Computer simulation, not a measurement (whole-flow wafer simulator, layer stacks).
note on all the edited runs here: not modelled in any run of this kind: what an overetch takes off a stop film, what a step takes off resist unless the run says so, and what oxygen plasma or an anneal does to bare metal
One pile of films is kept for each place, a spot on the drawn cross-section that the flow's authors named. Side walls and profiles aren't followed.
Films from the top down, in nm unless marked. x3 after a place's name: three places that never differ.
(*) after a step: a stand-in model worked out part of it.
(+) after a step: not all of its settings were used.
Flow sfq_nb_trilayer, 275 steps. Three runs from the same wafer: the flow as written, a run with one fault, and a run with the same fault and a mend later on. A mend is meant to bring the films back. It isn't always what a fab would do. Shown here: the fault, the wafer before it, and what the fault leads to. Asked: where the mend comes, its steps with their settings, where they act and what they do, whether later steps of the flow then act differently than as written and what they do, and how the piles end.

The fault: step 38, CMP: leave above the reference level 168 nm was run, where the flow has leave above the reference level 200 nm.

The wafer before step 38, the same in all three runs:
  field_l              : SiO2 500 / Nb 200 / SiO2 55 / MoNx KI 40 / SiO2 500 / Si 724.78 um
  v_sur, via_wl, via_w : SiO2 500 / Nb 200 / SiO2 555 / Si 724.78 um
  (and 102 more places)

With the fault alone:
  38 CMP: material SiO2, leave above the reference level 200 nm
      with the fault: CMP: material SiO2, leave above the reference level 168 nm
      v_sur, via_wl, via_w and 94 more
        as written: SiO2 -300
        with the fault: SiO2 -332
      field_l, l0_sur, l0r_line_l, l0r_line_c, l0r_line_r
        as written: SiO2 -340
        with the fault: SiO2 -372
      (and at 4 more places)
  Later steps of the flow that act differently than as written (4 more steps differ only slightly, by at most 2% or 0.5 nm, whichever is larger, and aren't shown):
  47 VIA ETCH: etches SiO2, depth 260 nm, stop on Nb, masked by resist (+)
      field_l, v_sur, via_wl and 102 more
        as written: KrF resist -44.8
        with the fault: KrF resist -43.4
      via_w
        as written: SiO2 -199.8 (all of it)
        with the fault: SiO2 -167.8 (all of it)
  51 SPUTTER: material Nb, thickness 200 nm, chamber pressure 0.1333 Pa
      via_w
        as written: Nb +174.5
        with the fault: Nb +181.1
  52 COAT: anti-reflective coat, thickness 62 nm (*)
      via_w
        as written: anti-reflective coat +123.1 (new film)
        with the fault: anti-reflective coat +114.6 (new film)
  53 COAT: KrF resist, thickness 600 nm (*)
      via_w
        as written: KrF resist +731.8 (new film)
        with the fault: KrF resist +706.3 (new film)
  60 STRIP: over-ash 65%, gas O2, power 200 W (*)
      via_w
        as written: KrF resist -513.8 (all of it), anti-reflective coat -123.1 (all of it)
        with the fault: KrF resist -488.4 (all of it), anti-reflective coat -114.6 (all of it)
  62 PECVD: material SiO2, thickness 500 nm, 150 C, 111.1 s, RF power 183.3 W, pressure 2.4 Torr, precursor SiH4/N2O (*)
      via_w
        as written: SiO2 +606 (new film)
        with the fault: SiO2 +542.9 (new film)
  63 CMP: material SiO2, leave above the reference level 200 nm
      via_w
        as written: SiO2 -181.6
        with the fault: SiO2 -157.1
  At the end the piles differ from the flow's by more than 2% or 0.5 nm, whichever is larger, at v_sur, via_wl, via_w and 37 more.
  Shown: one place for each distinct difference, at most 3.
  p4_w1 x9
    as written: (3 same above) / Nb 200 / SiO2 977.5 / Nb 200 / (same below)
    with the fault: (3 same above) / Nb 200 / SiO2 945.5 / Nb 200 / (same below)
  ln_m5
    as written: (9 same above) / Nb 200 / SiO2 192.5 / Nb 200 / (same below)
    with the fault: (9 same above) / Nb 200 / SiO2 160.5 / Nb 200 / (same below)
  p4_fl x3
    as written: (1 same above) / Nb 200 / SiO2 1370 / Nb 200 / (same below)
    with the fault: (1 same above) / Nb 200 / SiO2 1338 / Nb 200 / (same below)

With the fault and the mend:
  The mend comes after step 45.
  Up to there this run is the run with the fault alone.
  45a STRIP: over-ash 65%, gas O2, power 200 W (*)
      field_l, v_sur, via_wl and 102 more
        KrF resist -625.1 (all of it), anti-reflective coat -62 (all of it)
      via_w
        anti-reflective coat -62 (all of it)
  45b PECVD: material SiO2, thickness 32 nm, 150 C, 7.111 s, RF power 183.3 W, pressure 2.4 Torr, precursor SiH4/N2O (the flow's step 37 once more, with other settings)
      field_l, v_sur, via_wl and 103 more
        SiO2 +32
  45c COAT: anti-reflective coat, thickness 62 nm (the flow's step 40 once more)
      field_l, v_sur, via_wl and 103 more
        anti-reflective coat +62 (new film)
  45d COAT: KrF resist, thickness 650 nm (the flow's step 41 once more)
      field_l, v_sur, via_wl and 103 more
        KrF resist +650 (new film)
  45e SOFTBAKE: KrF resist (the flow's step 42 once more)
      changes no film at any place that is followed
  45f EXPOSE: photomask I0, dose 11.91 mJ/cm2, NA 0.6, wavelength 248 nm (*) (the flow's step 43 once more)
      changes no film at any place that is followed
  45g PEB: KrF resist, 90 s (the flow's step 44 once more)
      field_l, v_sur, via_wl and 103 more
        KrF resist -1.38
  45h DEVELOP: KrF resist, thickness 650 nm, 60 s (the flow's step 45 once more)
      field_l, v_sur, via_wl and 102 more
        KrF resist -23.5
      via_w
        KrF resist -648.6 (all of it)
  No later step of the flow acts differently than as written at any place that is followed.
  At the end the piles are the same as the flow's at every place that both follow.
